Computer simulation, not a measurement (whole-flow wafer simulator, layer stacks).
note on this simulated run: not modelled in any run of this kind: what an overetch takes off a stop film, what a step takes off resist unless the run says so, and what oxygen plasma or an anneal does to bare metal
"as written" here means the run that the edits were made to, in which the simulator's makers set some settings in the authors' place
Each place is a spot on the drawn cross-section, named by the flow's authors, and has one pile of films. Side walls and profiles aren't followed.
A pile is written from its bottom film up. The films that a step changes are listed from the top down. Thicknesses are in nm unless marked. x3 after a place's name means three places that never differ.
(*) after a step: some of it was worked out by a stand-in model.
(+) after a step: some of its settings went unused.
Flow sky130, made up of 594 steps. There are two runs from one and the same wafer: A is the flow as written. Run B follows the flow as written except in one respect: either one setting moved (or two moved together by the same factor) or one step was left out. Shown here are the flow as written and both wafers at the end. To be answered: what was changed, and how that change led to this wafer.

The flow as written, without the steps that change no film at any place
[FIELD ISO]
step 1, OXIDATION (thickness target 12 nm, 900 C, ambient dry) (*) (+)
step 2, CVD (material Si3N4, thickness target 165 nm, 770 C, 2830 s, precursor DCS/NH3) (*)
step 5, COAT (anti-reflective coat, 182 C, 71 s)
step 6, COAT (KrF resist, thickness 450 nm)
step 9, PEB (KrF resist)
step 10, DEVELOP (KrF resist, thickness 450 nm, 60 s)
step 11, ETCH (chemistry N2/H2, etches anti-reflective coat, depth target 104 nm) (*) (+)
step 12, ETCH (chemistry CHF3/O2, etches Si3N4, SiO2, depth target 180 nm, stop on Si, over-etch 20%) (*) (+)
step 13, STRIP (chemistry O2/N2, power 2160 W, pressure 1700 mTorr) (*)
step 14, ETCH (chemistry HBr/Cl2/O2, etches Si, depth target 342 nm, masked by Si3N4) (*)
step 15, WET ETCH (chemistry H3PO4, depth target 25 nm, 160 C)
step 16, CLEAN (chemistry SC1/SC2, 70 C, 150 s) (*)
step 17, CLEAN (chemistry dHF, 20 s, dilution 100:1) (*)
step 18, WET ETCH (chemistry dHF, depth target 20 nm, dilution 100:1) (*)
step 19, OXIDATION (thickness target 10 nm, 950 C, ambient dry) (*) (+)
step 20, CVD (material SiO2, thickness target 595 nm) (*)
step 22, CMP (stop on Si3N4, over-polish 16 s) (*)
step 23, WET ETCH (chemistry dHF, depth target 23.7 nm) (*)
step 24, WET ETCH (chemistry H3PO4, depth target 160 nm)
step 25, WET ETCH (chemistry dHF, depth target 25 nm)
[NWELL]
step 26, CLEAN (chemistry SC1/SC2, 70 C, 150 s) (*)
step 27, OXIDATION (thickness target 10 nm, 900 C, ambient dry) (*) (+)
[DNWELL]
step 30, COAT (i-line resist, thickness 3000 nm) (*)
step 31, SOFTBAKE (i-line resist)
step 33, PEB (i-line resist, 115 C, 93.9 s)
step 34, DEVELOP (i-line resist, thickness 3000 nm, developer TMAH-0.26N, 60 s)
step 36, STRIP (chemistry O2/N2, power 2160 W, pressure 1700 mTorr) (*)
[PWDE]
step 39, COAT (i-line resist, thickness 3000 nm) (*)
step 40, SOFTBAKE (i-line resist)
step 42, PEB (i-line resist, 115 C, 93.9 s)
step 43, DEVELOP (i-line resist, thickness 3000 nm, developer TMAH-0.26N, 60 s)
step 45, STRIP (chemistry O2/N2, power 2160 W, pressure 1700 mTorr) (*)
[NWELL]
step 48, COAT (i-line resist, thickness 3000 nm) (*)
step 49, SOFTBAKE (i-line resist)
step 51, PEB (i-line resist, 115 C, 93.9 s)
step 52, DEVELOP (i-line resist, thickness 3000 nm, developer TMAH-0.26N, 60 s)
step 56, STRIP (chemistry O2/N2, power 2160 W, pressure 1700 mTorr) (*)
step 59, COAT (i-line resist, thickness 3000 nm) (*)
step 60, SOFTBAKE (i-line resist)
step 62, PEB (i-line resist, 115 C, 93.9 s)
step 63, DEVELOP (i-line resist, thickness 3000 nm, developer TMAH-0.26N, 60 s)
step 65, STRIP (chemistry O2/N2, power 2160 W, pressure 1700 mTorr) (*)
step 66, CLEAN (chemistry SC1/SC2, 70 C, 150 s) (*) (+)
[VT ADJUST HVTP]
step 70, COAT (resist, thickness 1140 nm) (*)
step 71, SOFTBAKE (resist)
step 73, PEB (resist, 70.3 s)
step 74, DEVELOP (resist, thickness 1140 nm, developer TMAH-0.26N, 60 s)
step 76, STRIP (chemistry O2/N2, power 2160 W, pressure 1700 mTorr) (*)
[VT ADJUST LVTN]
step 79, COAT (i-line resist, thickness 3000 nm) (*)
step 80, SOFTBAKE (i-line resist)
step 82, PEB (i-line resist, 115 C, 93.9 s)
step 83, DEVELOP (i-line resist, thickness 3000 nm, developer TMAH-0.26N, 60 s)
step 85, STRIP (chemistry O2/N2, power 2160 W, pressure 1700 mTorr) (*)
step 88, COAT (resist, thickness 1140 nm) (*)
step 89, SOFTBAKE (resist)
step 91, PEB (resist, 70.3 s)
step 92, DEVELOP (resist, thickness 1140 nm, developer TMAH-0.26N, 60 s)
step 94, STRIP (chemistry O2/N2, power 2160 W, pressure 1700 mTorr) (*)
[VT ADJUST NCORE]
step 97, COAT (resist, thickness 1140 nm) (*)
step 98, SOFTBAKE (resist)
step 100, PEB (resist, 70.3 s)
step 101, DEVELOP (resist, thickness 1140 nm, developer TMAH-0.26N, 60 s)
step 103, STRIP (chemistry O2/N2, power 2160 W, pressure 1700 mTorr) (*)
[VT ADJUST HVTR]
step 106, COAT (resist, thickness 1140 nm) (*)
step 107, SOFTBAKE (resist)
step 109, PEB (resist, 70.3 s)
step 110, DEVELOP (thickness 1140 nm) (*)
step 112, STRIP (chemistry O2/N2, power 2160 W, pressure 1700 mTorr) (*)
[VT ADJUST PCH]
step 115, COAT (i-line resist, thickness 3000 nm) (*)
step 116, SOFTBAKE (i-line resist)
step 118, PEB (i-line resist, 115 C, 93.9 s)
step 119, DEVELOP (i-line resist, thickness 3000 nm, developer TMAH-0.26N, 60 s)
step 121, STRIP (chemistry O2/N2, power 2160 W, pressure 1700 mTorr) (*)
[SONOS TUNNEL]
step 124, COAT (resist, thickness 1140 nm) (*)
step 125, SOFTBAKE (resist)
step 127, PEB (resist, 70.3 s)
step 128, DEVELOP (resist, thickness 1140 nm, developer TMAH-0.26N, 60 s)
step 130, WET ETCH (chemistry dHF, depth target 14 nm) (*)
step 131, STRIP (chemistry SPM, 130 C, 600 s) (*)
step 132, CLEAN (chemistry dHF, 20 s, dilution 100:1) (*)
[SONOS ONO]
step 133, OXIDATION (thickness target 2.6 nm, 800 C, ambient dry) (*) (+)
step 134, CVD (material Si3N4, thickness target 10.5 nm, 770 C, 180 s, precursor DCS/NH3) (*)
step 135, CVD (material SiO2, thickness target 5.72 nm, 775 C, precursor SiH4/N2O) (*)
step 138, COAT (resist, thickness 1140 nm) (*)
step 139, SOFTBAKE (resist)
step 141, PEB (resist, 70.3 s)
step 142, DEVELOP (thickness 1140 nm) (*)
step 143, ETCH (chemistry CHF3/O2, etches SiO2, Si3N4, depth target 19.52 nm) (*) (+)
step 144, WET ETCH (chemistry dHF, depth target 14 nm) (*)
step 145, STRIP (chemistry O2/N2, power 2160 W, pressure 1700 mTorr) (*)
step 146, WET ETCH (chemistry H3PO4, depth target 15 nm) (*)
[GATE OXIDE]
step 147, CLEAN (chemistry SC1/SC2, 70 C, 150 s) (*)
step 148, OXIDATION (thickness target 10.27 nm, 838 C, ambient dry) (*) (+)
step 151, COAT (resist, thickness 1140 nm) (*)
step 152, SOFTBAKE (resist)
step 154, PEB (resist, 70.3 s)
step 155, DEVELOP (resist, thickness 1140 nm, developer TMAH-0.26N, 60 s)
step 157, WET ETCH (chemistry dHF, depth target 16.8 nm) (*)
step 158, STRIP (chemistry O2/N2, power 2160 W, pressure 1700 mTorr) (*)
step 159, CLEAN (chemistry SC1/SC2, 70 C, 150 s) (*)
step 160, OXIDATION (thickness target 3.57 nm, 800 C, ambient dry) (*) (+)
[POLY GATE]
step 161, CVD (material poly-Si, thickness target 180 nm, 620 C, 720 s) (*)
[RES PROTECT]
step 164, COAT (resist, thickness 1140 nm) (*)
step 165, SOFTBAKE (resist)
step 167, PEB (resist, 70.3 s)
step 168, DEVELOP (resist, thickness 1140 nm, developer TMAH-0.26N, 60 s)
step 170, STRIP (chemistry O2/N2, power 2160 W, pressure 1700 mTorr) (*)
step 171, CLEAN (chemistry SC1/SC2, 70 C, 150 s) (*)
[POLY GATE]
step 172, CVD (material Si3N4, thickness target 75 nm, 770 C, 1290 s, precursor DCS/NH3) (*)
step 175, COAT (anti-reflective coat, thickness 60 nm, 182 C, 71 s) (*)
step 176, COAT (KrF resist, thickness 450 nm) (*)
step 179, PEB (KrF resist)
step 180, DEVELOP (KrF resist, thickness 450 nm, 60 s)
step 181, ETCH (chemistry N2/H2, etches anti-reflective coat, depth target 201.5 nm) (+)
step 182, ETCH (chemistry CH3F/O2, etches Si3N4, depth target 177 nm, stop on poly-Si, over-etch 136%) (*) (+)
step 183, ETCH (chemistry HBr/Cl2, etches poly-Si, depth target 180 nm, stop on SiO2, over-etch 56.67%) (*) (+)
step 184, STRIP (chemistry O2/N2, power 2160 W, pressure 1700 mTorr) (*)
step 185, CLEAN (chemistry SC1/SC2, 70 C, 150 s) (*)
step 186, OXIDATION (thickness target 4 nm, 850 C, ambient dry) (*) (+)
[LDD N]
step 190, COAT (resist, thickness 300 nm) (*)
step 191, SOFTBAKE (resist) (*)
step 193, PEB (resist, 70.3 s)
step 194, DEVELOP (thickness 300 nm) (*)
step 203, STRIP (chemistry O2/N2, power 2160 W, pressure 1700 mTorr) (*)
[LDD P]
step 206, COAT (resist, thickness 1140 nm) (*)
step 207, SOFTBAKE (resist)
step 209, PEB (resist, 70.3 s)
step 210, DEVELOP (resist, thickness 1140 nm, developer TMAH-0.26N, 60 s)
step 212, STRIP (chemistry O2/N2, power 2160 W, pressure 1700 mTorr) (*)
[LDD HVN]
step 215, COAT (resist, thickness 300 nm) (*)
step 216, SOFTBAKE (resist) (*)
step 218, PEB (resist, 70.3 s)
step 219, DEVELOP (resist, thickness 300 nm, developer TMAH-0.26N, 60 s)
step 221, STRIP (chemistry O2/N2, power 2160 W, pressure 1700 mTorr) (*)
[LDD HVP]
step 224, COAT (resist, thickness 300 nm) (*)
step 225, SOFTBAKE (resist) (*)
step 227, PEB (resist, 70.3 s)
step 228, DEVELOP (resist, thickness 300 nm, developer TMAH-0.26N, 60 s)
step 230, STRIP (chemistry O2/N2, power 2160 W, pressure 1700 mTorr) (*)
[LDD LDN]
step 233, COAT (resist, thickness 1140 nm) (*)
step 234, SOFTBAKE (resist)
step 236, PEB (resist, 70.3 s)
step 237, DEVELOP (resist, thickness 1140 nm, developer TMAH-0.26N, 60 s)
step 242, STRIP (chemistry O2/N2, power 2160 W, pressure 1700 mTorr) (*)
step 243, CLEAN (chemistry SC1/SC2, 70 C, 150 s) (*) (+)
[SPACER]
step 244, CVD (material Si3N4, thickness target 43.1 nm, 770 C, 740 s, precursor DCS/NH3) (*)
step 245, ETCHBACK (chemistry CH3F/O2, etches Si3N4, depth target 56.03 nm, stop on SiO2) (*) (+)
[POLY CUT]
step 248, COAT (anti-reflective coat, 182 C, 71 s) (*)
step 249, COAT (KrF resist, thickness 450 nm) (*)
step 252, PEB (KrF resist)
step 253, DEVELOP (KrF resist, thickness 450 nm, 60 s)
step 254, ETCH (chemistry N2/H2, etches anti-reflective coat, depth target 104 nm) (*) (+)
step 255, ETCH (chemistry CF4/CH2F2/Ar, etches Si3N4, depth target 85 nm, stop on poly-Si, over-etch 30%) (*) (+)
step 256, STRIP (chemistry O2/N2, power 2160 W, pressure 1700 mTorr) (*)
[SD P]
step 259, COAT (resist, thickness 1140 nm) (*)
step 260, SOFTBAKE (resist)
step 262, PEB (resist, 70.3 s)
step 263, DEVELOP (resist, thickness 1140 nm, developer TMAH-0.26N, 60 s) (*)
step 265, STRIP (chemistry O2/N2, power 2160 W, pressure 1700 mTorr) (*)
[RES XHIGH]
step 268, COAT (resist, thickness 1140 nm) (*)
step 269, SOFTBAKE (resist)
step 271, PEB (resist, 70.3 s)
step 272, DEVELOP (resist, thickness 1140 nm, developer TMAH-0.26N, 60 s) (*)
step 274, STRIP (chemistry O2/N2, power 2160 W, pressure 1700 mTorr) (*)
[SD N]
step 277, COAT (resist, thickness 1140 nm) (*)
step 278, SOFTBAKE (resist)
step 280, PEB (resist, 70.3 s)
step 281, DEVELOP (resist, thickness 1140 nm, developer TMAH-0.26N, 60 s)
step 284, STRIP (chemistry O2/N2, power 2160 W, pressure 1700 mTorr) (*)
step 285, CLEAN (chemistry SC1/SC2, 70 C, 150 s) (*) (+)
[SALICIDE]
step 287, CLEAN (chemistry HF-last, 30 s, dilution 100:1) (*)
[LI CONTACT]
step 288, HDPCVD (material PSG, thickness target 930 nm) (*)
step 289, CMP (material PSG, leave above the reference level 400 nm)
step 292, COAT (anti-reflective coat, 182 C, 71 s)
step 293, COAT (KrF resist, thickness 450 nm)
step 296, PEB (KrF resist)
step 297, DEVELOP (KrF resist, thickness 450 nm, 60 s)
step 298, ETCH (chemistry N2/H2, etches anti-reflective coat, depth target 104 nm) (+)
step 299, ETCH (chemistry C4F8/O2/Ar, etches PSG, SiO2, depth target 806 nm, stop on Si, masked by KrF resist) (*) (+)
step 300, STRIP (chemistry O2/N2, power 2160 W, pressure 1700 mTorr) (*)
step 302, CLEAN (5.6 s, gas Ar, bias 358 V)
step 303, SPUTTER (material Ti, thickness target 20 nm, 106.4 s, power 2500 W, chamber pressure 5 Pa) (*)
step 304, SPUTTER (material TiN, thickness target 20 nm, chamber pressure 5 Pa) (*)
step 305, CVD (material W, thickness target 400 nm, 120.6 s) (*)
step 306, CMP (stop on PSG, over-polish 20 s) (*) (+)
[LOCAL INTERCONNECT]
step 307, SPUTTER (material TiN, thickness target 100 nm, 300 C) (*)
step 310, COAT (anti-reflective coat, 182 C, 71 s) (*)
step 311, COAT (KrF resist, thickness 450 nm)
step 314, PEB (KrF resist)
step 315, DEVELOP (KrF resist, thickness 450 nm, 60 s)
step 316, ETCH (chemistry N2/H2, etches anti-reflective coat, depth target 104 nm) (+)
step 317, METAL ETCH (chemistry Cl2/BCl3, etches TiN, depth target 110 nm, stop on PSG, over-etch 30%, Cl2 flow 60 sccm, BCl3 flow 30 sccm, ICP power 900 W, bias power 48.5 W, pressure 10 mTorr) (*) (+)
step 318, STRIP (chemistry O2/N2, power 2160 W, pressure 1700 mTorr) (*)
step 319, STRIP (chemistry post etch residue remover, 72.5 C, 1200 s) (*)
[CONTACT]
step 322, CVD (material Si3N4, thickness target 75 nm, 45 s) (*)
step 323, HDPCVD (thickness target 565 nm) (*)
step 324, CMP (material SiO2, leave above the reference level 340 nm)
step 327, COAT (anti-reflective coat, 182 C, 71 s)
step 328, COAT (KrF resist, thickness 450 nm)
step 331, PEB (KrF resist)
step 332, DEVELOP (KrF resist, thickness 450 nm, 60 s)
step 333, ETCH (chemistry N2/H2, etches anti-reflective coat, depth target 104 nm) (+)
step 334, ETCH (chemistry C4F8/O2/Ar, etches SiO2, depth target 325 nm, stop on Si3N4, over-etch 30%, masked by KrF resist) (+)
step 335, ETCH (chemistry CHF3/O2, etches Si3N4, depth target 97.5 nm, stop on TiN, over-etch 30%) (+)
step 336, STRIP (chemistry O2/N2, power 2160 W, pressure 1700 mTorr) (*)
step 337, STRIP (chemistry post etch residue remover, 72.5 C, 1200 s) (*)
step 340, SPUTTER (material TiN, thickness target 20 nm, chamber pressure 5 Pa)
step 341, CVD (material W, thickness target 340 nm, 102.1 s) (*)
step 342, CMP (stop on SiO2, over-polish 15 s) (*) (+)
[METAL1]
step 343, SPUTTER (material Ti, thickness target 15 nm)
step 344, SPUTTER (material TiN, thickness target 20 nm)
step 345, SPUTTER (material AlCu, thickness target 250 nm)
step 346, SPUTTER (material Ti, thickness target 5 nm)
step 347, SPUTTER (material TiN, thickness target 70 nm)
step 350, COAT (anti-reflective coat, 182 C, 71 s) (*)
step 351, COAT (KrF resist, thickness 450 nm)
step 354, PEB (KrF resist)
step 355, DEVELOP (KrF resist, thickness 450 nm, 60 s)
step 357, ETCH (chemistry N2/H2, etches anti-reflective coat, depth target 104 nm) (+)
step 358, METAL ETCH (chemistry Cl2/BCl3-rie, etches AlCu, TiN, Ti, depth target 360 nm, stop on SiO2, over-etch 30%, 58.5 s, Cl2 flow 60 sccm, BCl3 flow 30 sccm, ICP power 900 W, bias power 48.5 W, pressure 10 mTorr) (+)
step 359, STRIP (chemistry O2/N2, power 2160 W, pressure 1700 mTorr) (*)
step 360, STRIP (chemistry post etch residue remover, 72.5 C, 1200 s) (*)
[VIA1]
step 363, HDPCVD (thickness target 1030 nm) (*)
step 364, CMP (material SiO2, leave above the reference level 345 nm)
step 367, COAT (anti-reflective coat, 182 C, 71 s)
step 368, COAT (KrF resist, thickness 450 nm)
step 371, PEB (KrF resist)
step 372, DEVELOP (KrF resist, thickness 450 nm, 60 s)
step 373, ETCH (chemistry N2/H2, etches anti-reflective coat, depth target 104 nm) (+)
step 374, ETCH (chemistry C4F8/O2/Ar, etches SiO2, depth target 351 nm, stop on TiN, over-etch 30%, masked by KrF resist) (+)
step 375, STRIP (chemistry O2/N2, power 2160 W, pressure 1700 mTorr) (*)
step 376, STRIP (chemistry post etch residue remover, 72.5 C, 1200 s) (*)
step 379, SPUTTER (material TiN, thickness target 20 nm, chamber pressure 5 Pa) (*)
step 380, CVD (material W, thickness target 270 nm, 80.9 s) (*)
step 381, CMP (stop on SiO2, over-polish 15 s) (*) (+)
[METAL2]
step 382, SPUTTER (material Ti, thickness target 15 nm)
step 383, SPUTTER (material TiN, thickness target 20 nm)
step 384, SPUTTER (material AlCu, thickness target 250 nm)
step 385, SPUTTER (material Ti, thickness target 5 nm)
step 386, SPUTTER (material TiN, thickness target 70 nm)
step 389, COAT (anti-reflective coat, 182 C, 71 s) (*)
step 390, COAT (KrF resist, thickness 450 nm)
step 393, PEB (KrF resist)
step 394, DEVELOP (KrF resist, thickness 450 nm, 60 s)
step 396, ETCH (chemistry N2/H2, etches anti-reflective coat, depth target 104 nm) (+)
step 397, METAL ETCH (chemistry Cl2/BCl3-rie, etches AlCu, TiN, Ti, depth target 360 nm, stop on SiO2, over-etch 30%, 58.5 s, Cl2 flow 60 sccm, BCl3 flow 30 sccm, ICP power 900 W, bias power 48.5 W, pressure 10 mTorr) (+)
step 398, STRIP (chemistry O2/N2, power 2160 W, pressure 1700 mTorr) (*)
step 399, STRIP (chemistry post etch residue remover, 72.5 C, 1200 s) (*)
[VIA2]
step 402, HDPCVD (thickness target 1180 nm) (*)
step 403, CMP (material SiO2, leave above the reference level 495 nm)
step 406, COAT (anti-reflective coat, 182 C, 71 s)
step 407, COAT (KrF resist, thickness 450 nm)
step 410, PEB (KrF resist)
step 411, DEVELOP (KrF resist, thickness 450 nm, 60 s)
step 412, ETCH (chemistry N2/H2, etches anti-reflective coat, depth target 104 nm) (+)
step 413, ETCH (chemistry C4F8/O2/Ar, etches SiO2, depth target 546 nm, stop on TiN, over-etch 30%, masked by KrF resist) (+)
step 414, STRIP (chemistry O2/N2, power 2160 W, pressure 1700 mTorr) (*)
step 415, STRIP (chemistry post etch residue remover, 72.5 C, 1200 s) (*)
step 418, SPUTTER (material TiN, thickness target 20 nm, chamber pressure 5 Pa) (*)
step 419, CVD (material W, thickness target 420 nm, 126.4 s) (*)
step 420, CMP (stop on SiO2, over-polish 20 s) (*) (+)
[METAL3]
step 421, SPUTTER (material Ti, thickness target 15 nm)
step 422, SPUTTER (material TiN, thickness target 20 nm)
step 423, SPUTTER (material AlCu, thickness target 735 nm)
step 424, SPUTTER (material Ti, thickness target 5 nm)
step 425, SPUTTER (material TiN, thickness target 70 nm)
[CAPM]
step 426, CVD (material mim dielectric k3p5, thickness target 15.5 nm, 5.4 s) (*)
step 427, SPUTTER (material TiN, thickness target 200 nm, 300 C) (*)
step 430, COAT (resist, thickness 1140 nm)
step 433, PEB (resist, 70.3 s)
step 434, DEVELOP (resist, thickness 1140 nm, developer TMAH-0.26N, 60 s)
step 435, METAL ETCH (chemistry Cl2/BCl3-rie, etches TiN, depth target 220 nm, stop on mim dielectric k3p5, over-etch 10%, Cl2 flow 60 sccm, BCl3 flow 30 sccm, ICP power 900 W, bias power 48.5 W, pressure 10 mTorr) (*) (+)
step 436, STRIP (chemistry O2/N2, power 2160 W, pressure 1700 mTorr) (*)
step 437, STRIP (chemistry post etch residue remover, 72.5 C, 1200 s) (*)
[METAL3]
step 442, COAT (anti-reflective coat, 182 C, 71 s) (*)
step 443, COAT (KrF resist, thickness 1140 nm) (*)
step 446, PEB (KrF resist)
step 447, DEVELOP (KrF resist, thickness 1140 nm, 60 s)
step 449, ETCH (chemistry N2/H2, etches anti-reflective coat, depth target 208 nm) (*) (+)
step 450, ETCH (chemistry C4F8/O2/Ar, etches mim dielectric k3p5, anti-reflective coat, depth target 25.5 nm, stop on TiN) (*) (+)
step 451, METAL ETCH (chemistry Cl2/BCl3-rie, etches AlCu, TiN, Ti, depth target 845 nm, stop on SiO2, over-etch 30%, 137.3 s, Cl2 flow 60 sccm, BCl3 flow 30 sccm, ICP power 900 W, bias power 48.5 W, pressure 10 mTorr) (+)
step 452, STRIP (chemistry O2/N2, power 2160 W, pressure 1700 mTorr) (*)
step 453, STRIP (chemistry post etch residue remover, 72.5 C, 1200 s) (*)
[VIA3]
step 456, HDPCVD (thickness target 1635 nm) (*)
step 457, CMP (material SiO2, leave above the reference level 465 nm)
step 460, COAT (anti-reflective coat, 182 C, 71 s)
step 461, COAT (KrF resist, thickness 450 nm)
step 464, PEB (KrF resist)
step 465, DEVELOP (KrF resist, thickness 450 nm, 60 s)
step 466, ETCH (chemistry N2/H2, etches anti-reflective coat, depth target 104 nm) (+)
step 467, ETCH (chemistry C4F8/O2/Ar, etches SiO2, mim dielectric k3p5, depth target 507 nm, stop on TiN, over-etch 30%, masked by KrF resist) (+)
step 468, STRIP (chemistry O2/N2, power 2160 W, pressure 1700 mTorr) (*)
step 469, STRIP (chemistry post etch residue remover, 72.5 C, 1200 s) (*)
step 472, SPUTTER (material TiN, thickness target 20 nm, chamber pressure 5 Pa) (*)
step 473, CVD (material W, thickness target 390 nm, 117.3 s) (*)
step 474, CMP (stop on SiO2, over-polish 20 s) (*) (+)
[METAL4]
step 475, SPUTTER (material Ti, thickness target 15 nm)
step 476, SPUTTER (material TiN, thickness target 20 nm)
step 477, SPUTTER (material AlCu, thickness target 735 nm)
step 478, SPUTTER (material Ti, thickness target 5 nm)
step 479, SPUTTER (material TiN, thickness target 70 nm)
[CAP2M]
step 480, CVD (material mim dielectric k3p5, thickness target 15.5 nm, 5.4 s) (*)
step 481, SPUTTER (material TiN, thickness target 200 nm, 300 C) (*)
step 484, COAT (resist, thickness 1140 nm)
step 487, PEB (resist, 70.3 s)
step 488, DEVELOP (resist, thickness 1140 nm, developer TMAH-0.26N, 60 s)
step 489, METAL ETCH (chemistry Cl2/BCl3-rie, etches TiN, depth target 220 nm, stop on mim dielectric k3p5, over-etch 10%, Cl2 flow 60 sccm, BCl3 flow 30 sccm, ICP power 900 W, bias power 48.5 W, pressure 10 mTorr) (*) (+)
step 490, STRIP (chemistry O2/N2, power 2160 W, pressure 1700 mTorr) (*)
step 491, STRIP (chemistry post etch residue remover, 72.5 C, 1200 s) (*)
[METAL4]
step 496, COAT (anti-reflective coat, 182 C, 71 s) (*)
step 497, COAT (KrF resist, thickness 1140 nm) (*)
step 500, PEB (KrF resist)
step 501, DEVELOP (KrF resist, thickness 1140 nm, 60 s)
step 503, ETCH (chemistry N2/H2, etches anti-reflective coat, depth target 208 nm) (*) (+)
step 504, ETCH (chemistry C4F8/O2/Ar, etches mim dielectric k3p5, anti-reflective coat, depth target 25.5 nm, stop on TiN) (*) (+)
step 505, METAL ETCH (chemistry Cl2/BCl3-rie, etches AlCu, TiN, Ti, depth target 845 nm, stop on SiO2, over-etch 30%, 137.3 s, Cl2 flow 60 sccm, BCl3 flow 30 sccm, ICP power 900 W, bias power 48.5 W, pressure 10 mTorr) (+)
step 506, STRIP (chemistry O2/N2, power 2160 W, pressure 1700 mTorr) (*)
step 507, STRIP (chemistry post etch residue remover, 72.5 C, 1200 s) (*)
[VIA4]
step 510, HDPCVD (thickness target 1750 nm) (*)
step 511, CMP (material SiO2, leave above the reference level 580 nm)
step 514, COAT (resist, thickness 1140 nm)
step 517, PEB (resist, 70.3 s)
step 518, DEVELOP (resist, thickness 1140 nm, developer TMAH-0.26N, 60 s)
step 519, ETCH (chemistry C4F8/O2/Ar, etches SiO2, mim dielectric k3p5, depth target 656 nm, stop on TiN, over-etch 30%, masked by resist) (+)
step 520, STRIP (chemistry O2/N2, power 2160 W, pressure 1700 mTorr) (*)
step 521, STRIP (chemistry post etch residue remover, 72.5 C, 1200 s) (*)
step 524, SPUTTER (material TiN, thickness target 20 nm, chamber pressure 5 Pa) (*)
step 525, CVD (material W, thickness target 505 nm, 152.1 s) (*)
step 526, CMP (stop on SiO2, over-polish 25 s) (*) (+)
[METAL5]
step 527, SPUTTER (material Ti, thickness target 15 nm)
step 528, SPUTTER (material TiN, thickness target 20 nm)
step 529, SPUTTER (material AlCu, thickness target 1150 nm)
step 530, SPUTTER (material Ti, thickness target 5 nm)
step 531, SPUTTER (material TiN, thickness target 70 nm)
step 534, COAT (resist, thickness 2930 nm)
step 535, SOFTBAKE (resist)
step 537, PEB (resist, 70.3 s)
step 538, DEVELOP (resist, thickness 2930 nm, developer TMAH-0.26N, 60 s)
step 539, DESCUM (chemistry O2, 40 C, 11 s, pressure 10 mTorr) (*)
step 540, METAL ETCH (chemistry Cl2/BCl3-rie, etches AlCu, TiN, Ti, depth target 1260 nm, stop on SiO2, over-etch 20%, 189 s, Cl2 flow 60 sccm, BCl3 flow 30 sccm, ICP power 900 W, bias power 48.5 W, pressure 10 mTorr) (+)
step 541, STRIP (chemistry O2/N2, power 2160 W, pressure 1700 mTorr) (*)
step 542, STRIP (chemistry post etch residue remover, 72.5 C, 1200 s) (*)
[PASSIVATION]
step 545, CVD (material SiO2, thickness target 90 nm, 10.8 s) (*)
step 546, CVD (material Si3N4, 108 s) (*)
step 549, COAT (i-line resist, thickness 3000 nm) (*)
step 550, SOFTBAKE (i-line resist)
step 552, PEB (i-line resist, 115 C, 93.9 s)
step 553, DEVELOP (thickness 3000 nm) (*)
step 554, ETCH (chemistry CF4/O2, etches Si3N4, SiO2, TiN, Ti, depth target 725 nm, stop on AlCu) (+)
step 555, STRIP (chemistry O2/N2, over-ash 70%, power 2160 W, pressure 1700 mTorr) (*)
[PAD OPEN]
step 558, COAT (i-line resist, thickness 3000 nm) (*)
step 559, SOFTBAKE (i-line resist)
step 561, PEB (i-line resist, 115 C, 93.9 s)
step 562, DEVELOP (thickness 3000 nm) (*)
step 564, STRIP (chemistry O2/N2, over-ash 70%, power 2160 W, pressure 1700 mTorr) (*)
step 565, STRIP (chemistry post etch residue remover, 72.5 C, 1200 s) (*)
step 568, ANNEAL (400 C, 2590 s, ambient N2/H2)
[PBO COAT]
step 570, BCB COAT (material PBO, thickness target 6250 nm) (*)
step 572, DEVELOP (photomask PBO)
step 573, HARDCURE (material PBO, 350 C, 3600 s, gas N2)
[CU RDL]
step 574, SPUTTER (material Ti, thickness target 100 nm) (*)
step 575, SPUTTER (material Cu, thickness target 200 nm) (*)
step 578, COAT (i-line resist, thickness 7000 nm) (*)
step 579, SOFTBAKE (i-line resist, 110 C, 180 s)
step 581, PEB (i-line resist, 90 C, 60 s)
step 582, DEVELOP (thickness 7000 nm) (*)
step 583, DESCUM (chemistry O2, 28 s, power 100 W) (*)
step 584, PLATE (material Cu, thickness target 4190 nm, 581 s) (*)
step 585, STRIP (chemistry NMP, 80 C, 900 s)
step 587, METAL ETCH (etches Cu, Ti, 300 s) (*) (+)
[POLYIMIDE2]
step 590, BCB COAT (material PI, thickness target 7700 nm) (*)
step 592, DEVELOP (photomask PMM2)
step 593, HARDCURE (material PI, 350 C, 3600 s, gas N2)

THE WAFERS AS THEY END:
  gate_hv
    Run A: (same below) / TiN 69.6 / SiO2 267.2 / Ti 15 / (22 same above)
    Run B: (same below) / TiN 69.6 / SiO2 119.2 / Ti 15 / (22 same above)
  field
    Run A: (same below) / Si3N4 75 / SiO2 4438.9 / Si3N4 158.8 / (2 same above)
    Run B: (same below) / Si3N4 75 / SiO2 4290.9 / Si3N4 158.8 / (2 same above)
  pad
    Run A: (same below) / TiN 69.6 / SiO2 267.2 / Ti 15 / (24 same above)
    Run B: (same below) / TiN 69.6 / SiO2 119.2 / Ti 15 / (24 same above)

Cause: step 364, CMP: leave above the reference level 197 nm was run, while the flow as written has leave above the reference level 345 nm.

Step by step, how the change led to this:
  step 364, CMP (material SiO2, leave above the reference level 345 nm)
      n_well, p_well, gate_hv and 100 more: A -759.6 SiO2 | B -907.6 SiO2
      field, active, gate and 81 more: A -389.1 SiO2 | B -537.1 SiO2
      (and at 4 other places as well)
  step 374, ETCH (chemistry C4F8/O2/Ar, etches SiO2, depth target 351 nm, stop on TiN, over-etch 30%, masked by KrF resist) (+)
      field, active, n_well and 186 more: A -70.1 KrF resist | B -31.7 KrF resist
      m1, via1_hole: A -269.8 SiO2 (all of it) | B -121.8 SiO2 (all of it)
  step 375, STRIP (chemistry O2/N2, power 2160 W, pressure 1700 mTorr) (*)
      field, active, n_well and 186 more: A -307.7 KrF resist (all of it), -80 anti-reflective coat (all of it) | B -346.2 KrF resist (all of it), -80 anti-reflective coat (all of it)
  step 379, SPUTTER (material TiN, thickness target 20 nm, chamber pressure 5 Pa) (*)
      m1: A +11 TiN | B +14.3 TiN
      via1_hole: A +10.9 TiN | B +14.3 TiN
  step 380, CVD (material W, thickness target 270 nm, 80.9 s) (*)
      m1: A +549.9 W (new film) | B +398.5 W (new film)
      via1_hole: A +549.9 W (new film) | B +398.6 W (new film)
